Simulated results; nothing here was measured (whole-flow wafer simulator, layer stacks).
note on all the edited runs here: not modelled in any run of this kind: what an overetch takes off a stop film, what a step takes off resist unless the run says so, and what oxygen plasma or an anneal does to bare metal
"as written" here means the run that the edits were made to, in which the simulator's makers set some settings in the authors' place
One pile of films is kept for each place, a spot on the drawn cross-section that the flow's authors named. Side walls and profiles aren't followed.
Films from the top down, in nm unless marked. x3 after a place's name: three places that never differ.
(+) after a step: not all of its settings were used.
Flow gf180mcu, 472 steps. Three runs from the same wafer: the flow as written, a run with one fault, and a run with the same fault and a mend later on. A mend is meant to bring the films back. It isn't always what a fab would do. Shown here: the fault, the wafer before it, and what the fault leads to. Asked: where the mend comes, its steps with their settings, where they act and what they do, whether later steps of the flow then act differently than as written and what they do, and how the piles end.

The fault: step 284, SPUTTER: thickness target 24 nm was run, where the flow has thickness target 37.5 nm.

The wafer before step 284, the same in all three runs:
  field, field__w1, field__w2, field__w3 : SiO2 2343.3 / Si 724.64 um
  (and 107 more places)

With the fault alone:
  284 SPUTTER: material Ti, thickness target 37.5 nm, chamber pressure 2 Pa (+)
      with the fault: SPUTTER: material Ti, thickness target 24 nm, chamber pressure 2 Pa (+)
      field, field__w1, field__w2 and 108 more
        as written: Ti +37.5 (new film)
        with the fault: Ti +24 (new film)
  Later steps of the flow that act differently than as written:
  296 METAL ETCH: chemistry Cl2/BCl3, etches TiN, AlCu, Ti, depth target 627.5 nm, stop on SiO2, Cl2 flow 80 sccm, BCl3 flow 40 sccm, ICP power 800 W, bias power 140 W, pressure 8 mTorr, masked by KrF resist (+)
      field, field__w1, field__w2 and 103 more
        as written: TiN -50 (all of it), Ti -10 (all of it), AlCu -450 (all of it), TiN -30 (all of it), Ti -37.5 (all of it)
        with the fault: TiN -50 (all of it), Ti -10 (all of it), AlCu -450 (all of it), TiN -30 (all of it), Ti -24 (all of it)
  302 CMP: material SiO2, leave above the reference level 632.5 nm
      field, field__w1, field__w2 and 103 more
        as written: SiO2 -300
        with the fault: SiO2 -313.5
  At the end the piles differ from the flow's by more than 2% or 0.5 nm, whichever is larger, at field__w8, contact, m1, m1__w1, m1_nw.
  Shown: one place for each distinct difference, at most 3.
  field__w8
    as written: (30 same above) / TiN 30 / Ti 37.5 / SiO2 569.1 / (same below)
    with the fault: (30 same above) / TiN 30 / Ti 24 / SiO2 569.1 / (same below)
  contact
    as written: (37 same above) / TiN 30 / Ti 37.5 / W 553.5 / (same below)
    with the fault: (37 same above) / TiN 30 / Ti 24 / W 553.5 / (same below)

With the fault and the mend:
  The mend comes after step 284.
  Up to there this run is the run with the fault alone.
  284a SPUTTER: material Ti, thickness target 13.5 nm, chamber pressure 2 Pa (+) (the flow's step 284 once more, with other settings)
      field, field__w1, field__w2 and 108 more
        Ti +13.5
  No later step of the flow acts differently than as written at any place that is followed.
  At the end the piles are the same as the flow's at every place that both follow.
